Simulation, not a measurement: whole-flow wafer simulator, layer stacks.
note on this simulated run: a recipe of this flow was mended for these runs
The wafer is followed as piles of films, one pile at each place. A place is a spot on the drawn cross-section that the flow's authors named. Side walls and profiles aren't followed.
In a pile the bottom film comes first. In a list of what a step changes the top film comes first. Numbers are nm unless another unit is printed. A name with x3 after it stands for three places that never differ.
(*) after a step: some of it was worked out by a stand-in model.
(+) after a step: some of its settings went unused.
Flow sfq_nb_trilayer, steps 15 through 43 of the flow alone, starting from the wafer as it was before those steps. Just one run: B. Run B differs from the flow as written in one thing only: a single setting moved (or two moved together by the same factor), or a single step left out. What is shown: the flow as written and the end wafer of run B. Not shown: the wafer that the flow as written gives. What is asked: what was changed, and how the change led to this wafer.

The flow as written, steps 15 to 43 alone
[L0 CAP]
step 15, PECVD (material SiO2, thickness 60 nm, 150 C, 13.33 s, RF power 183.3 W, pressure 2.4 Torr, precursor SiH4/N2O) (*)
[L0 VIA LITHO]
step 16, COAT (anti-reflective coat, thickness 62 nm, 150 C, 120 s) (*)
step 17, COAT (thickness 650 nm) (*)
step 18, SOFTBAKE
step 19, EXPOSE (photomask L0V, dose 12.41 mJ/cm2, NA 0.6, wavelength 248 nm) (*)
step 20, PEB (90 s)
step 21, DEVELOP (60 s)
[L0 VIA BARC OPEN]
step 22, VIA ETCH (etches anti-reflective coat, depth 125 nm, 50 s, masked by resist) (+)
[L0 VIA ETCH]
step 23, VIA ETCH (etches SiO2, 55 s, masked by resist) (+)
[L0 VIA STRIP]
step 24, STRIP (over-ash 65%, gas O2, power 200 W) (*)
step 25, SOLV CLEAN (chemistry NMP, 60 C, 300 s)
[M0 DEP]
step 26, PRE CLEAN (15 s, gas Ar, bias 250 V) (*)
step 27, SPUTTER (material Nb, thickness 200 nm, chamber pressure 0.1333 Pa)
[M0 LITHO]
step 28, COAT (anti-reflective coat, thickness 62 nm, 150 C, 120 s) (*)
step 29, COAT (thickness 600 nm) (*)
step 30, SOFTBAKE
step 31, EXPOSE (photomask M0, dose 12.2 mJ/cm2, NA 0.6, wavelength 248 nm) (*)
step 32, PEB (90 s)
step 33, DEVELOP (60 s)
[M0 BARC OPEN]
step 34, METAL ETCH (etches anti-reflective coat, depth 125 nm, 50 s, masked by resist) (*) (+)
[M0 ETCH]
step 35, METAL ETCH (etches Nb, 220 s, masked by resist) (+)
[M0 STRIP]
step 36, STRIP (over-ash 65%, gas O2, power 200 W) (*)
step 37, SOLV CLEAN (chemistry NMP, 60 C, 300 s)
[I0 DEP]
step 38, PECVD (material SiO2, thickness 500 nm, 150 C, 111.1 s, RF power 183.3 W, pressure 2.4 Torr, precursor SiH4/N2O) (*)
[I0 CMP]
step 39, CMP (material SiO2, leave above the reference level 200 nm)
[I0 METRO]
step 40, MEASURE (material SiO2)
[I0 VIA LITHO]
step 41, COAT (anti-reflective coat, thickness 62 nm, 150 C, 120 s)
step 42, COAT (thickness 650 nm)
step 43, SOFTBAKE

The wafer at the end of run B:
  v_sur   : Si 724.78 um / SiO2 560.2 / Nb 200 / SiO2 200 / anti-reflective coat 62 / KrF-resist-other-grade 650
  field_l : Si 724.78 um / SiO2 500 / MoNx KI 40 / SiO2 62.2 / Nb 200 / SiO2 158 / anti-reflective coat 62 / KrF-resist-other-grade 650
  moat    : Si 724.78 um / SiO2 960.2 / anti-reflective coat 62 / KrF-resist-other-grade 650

What caused this: step 15, PECVD: thickness 67.2 nm was run, though the flow has thickness 60 nm; step 15, PECVD: 14.93 s was run, where the flow has 13.33 s.

Step by step, how the change led to this:
  step 15, PECVD (material SiO2, thickness 60 nm, 150 C, 13.33 s, RF power 183.3 W, pressure 2.4 Torr, precursor SiH4/N2O) (*)
      v_sur, via_wl, via_w and 97 more: +67.2 SiO2 (in the flow as written it would be: +60 SiO2)
      field_l, l0_sur, l0v, l0r_line_l, l0r_line_c, l0r_line_r: +67.2 SiO2 (new film) (in the flow as written it would be: +60 SiO2 (new film))
  step 23, VIA ETCH (etches SiO2, 55 s, masked by resist) (+)
      l0v: -66.9 SiO2 (all of it), -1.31 MoNx KI (in the flow as written it would be: -59.7 SiO2 (all of it), -2.03 MoNx KI)
  step 28, COAT (anti-reflective coat, thickness 62 nm, 150 C, 120 s) (*)
      l0_sur: +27 anti-reflective coat (new film) (in the flow as written it would be: +29.3 anti-reflective coat (new film))
      l0v: +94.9 anti-reflective coat (new film) (in the flow as written it would be: +92.5 anti-reflective coat (new film))
  step 36, STRIP (over-ash 65%, gas O2, power 200 W) (*)
      l0_sur: -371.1 KrF-resist-other-grade (all of it), -27 anti-reflective coat (all of it) (in the flow as written it would be: -370 KrF-resist-other-grade (all of it), -29.3 anti-reflective coat (all of it))
      l0v: -377.8 KrF-resist-other-grade (all of it), -94.9 anti-reflective coat (all of it) (in the flow as written it would be: -374.1 KrF-resist-other-grade (all of it), -92.5 anti-reflective coat (all of it))
  step 39, CMP (material SiO2, leave above the reference level 200 nm)
      l0v: -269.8 SiO2 (in the flow as written it would be: -277.4 SiO2)
